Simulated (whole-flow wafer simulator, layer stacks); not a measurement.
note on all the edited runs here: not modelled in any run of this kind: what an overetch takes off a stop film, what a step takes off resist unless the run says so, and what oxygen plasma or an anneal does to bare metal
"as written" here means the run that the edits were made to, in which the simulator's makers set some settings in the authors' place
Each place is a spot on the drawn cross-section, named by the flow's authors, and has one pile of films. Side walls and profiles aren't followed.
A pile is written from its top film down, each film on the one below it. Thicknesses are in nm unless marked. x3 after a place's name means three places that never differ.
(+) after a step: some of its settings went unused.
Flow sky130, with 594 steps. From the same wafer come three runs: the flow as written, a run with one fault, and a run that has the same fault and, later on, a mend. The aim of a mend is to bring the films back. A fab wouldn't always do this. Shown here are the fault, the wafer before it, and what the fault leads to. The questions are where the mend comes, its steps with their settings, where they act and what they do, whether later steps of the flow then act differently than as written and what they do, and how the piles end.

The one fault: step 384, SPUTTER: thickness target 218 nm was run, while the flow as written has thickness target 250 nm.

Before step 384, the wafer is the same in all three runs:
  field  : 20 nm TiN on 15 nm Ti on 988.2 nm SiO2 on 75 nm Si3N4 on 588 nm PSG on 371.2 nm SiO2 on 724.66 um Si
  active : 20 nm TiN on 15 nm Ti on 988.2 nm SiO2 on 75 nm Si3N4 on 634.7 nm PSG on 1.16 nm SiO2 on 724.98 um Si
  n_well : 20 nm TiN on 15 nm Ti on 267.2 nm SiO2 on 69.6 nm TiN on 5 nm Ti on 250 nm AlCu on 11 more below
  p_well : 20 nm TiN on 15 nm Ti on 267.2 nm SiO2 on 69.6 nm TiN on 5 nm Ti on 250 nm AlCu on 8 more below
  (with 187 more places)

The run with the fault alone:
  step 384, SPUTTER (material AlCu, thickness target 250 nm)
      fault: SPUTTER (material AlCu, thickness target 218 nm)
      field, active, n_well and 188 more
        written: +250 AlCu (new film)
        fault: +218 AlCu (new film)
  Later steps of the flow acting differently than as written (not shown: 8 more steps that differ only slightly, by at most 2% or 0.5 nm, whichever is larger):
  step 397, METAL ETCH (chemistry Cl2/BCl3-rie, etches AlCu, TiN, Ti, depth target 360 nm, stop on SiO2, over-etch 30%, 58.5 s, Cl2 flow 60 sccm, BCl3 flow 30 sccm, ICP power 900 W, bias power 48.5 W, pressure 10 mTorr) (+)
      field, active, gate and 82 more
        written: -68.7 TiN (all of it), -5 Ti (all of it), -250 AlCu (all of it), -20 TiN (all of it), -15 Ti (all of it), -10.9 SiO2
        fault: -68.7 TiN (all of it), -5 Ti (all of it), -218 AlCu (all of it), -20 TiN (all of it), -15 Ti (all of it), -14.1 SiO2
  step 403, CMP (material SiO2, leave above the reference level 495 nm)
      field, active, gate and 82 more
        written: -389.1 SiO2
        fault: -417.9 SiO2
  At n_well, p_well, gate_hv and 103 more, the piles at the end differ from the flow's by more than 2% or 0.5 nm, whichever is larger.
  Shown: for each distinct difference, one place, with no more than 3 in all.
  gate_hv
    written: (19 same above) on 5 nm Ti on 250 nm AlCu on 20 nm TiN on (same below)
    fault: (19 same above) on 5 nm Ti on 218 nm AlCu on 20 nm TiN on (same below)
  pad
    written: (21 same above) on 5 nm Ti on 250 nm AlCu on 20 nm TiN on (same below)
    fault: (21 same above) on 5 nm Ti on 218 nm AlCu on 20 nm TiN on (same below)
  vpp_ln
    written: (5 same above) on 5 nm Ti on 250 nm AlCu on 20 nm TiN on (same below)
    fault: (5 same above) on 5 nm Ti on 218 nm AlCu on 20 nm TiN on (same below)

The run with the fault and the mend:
  The mend follows step 384.
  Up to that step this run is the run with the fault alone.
  step 384a, SPUTTER (material AlCu, thickness target 32 nm) (the flow's step 384 again, with other settings)
      field, active, n_well and 188 more
        +32 AlCu
  None of the later steps of the flow acts differently than as written at any place that is followed.
  By the end, the piles equal the flow's at every place that both follow.
